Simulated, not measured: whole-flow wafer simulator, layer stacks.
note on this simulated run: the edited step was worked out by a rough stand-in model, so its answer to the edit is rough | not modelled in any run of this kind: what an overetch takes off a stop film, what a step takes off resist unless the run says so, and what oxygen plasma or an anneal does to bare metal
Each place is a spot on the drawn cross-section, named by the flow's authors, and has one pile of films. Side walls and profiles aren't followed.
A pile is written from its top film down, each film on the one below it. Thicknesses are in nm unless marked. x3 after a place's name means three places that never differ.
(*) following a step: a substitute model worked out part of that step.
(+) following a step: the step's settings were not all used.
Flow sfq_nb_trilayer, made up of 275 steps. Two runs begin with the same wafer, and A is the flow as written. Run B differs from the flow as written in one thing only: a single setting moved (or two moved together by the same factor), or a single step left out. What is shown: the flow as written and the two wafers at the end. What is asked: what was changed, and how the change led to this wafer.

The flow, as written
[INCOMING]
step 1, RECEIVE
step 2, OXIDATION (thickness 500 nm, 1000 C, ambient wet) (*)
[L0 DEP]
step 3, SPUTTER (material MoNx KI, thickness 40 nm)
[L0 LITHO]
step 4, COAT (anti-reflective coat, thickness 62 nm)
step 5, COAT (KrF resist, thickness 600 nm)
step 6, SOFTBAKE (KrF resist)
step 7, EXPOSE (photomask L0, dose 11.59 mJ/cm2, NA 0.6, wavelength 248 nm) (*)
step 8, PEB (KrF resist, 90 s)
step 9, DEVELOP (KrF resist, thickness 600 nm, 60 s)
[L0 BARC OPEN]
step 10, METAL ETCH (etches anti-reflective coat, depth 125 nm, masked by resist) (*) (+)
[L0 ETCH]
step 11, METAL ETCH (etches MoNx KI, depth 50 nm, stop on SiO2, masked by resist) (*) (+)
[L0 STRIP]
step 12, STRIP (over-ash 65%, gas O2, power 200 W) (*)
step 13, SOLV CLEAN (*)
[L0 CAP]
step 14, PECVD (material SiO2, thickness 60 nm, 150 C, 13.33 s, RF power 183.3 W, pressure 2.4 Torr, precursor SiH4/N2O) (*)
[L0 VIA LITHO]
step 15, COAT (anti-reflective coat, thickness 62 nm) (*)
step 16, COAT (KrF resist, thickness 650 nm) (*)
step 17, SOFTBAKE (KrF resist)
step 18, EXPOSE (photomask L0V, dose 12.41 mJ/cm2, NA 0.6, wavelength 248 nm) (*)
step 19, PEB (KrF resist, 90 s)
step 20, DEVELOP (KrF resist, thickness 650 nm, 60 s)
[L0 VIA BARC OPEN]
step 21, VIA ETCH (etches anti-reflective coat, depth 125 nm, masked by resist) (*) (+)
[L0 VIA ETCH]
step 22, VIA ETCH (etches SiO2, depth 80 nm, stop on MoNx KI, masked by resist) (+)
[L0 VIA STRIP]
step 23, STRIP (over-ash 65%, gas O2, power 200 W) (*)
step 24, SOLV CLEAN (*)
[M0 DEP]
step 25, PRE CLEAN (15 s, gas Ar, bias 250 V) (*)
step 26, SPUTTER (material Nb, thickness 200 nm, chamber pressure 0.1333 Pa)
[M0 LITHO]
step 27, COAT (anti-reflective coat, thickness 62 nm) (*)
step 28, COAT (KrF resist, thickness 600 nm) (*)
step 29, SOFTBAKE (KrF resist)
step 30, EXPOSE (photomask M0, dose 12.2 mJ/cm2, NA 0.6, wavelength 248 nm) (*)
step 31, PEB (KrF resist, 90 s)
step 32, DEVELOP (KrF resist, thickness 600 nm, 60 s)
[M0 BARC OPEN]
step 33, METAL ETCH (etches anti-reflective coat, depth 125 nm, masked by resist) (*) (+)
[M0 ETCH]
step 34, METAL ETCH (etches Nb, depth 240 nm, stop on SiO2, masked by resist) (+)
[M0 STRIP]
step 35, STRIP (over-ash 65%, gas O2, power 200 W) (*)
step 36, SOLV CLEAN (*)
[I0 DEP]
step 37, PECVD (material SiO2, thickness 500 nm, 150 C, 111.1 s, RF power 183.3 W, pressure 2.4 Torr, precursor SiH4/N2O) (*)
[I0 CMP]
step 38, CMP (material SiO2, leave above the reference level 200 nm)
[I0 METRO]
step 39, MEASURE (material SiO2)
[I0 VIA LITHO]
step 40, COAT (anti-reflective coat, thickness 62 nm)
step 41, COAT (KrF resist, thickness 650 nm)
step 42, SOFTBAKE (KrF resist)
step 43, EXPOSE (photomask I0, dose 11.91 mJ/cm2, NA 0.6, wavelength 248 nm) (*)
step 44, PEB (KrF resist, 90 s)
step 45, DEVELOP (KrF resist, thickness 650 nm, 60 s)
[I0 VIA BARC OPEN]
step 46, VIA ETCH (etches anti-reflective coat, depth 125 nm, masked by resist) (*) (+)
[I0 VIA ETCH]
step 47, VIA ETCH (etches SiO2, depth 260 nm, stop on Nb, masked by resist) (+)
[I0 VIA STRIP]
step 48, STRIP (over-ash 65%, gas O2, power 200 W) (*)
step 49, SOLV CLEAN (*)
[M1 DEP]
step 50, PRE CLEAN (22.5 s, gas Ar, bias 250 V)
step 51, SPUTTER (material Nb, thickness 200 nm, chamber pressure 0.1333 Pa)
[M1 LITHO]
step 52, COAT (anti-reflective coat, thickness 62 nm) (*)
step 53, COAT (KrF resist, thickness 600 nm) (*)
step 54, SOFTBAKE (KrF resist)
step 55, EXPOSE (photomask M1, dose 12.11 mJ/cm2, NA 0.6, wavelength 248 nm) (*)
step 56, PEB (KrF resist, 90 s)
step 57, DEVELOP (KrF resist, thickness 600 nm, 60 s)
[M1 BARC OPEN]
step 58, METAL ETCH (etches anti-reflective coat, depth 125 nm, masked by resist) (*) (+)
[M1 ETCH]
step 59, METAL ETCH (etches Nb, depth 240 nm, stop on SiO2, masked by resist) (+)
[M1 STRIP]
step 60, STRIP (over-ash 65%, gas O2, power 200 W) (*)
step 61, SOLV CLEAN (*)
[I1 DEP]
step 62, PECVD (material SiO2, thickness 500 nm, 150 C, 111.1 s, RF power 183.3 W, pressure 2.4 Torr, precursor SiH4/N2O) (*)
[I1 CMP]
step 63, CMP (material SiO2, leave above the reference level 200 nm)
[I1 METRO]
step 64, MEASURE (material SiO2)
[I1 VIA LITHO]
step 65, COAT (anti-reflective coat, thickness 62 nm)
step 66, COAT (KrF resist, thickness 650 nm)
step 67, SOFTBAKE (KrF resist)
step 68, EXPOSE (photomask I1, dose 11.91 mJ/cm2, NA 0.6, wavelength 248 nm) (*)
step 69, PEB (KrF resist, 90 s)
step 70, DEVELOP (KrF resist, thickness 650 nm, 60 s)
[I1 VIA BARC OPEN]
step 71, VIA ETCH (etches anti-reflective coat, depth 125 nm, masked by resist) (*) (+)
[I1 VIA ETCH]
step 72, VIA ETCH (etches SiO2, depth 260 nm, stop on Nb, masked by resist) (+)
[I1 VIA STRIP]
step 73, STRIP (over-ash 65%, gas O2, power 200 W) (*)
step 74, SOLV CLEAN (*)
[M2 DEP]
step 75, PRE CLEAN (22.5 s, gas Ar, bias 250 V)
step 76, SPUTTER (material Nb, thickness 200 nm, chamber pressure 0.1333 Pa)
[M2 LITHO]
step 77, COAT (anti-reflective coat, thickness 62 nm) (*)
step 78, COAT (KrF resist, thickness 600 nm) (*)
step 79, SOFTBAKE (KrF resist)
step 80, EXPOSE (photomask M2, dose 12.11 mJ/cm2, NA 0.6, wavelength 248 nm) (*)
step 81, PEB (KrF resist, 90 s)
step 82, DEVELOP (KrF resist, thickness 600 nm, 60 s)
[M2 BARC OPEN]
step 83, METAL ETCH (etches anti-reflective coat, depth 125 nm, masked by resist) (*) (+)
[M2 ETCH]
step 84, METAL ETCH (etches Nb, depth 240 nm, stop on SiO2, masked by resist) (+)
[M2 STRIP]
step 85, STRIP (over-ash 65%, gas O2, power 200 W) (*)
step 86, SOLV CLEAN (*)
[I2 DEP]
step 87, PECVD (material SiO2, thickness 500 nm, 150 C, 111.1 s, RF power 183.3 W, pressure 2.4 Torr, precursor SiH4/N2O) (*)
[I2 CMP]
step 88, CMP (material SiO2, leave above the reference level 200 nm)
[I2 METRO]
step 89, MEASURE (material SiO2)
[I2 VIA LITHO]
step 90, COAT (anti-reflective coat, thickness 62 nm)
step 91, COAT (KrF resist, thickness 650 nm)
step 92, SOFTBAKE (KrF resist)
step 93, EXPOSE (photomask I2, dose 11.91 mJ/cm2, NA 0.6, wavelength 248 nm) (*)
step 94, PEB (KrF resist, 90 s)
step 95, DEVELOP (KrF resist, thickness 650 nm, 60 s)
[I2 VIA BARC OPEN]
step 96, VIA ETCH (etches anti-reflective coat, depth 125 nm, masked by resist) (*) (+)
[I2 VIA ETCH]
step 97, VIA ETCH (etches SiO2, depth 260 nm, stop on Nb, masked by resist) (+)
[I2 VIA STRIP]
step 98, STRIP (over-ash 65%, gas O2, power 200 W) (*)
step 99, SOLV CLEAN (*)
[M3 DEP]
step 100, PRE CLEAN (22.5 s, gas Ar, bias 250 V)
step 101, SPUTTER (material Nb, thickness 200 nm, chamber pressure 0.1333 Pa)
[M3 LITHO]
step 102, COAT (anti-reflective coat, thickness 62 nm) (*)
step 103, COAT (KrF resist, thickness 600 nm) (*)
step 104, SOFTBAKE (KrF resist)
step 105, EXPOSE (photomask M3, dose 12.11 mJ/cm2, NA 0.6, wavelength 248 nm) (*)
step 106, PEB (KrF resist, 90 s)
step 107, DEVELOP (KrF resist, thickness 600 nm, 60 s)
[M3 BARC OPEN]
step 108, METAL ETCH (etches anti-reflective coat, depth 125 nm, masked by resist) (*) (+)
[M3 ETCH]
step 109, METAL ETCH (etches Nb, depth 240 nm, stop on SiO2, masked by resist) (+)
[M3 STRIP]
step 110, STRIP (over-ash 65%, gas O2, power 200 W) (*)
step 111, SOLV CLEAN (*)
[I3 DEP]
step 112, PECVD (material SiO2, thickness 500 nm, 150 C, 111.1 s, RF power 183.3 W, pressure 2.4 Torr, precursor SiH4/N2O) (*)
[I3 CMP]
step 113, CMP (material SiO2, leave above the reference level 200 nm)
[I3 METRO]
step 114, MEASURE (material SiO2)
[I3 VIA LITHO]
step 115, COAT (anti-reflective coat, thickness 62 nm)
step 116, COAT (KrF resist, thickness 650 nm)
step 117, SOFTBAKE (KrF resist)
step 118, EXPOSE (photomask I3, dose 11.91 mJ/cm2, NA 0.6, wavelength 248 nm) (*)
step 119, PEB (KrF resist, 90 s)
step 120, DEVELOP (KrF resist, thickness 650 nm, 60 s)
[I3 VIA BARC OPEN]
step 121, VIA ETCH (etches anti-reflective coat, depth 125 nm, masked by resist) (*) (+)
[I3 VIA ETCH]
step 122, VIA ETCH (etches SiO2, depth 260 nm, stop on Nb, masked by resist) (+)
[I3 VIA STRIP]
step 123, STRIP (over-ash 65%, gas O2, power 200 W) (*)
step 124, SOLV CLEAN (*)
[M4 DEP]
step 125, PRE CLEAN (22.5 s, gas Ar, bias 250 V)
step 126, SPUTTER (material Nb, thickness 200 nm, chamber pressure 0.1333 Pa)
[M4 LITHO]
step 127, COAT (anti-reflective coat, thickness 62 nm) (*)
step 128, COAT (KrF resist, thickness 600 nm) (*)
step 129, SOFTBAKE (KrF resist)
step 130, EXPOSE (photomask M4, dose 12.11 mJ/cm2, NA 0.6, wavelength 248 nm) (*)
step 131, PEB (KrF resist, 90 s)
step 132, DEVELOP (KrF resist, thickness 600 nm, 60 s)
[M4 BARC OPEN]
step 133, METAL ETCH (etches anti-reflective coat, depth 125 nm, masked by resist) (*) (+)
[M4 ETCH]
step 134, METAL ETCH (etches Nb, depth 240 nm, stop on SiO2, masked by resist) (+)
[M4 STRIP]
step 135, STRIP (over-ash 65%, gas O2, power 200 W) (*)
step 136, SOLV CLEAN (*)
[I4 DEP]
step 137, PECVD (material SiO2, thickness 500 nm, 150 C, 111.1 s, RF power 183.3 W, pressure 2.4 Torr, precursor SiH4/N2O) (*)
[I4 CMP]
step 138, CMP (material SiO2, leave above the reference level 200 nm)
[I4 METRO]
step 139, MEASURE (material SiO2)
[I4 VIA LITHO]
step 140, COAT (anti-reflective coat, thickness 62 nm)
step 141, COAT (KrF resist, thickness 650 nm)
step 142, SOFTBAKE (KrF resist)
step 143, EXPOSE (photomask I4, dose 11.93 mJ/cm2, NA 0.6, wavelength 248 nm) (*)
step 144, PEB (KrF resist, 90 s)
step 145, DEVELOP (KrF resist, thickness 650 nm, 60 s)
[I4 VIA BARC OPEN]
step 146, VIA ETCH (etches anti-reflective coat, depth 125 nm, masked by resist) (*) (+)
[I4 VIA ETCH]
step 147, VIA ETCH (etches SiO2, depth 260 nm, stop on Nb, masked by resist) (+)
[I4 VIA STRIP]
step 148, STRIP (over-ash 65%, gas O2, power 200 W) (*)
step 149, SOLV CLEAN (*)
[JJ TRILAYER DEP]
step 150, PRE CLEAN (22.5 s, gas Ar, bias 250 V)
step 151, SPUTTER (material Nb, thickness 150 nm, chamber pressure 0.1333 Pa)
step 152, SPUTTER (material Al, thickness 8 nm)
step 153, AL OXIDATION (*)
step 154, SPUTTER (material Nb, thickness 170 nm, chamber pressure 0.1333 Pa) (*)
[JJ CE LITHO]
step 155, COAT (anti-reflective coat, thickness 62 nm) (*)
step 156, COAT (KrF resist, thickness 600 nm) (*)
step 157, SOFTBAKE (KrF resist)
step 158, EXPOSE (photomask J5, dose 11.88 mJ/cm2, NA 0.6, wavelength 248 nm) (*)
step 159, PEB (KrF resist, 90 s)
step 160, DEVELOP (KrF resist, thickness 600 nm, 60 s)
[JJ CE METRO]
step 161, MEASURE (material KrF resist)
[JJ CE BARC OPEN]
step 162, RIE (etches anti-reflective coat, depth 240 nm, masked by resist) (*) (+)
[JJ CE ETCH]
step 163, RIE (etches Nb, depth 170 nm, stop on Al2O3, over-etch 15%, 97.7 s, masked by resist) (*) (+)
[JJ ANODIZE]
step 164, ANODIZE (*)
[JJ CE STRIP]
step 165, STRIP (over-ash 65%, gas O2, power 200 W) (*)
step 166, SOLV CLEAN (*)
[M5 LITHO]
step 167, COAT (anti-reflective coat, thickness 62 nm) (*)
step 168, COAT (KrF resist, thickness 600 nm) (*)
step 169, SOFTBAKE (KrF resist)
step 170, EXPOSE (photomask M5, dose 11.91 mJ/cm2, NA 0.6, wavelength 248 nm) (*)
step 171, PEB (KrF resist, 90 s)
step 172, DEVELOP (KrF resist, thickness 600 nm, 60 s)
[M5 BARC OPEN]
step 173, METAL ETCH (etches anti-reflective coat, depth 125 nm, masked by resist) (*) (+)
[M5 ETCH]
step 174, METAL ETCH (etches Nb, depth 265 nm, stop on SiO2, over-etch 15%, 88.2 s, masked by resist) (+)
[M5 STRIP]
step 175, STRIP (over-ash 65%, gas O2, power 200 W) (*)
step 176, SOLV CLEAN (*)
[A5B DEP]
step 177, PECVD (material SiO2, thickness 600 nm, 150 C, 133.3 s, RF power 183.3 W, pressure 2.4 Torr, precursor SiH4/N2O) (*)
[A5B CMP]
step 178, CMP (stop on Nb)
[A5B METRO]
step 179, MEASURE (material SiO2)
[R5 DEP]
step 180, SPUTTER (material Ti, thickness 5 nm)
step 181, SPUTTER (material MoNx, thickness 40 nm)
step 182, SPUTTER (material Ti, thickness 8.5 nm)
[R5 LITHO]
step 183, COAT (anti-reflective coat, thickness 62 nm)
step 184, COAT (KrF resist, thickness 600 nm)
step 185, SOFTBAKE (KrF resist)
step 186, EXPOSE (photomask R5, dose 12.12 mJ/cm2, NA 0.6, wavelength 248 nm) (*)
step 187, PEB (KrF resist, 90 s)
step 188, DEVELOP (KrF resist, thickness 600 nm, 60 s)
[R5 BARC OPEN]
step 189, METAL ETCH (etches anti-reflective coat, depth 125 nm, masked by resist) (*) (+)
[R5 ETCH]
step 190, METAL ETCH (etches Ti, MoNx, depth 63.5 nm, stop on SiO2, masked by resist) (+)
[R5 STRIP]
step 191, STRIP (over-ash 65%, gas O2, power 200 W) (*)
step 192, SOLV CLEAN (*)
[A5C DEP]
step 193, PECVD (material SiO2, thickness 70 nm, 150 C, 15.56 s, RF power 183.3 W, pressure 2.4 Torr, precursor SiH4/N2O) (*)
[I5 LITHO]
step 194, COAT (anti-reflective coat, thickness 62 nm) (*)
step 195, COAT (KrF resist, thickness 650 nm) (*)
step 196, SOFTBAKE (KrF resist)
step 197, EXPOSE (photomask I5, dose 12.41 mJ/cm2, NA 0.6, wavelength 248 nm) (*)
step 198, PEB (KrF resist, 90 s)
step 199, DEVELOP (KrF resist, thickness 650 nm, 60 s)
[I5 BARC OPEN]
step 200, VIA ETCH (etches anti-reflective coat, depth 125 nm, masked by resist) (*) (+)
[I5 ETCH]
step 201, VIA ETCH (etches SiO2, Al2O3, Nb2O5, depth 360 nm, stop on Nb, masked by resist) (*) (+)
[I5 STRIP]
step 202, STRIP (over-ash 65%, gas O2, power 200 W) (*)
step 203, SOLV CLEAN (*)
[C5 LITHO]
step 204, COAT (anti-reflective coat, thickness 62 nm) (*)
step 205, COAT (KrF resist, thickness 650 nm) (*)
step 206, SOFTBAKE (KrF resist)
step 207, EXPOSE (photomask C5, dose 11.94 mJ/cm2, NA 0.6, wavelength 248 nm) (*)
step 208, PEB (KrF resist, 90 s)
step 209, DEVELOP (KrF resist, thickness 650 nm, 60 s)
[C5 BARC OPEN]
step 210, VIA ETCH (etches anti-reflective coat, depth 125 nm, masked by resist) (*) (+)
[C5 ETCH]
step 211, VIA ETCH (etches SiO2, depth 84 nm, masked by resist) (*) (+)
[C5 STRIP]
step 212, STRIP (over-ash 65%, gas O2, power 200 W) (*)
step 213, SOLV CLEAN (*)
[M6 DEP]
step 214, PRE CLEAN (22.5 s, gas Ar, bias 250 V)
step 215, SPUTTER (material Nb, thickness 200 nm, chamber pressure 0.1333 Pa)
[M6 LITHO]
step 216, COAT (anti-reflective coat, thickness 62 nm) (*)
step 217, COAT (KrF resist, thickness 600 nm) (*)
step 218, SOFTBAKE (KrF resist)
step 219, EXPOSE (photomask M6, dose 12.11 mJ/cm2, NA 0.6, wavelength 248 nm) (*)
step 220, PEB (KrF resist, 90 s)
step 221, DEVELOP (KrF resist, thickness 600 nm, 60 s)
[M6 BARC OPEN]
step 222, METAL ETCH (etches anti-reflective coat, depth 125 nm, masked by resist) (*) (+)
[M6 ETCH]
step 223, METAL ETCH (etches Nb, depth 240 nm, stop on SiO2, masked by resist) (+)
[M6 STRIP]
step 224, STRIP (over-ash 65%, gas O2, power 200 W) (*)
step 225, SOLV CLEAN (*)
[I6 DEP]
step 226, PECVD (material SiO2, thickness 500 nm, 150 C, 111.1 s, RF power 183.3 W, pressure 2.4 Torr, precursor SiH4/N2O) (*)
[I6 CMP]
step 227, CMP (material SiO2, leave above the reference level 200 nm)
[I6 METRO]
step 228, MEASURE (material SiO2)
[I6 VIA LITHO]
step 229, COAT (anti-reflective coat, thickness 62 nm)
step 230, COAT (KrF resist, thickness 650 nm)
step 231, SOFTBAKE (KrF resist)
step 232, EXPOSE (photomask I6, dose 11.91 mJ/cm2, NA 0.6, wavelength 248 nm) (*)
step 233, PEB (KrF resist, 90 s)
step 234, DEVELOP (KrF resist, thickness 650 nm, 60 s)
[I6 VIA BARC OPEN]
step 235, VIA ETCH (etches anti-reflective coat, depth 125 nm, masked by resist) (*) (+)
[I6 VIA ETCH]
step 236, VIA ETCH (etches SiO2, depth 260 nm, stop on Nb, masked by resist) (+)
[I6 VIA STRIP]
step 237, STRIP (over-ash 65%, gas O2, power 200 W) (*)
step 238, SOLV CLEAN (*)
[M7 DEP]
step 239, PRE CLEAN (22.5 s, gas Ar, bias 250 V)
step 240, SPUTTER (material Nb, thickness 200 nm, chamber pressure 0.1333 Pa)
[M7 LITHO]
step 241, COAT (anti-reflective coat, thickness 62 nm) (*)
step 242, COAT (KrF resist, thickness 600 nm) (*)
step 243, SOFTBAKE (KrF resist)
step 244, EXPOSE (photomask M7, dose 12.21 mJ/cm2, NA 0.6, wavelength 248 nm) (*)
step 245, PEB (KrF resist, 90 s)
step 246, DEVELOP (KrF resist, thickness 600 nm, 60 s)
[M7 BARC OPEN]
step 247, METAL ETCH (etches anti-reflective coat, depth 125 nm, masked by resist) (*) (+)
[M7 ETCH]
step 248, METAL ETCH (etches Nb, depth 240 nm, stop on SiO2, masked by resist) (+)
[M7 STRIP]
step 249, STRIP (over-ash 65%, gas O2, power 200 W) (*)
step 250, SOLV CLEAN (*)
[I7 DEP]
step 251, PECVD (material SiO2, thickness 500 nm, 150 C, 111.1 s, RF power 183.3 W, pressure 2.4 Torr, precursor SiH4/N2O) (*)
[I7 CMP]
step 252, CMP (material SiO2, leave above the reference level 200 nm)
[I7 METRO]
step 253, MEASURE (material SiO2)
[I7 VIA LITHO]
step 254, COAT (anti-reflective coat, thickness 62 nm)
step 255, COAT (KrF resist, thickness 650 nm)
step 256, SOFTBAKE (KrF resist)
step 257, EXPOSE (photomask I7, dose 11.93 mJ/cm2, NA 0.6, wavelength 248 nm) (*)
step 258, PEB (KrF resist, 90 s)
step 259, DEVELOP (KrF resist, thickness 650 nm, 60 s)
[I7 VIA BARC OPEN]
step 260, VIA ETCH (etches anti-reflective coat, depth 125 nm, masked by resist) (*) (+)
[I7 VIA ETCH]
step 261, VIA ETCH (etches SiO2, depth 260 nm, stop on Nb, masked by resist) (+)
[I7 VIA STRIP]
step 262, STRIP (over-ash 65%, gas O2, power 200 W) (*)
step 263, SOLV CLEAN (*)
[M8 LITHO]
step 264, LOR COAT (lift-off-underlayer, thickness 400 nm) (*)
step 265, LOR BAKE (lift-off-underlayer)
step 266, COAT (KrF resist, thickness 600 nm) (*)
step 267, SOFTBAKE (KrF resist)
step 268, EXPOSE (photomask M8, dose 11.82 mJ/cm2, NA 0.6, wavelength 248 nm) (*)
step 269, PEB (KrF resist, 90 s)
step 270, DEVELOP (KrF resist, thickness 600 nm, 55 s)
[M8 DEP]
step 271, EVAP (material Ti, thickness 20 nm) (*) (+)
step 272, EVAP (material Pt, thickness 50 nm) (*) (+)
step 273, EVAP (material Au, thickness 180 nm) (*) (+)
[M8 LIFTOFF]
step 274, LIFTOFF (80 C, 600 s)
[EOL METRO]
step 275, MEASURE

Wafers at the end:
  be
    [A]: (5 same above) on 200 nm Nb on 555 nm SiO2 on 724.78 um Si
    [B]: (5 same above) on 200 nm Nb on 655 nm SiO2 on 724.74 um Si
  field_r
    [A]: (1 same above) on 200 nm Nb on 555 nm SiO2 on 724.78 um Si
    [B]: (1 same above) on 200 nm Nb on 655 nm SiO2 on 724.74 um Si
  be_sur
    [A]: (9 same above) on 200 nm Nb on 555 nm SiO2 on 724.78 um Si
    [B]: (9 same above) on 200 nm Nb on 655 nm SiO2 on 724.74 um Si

The reason: step 2, OXIDATION: thickness 600 nm was run, though the flow has thickness 500 nm.

The path from the change to this, step by step:
  step 2, OXIDATION (thickness 500 nm, 1000 C, ambient wet) (*)
      field_l, v_sur, via_wl and 103 more: A SiO2 gains 500 (new film), chemical SiO2 loses 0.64 (all of it), Si loses 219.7 | B SiO2 gains 600 (new film), chemical SiO2 loses 0.64 (all of it), Si loses 263.7
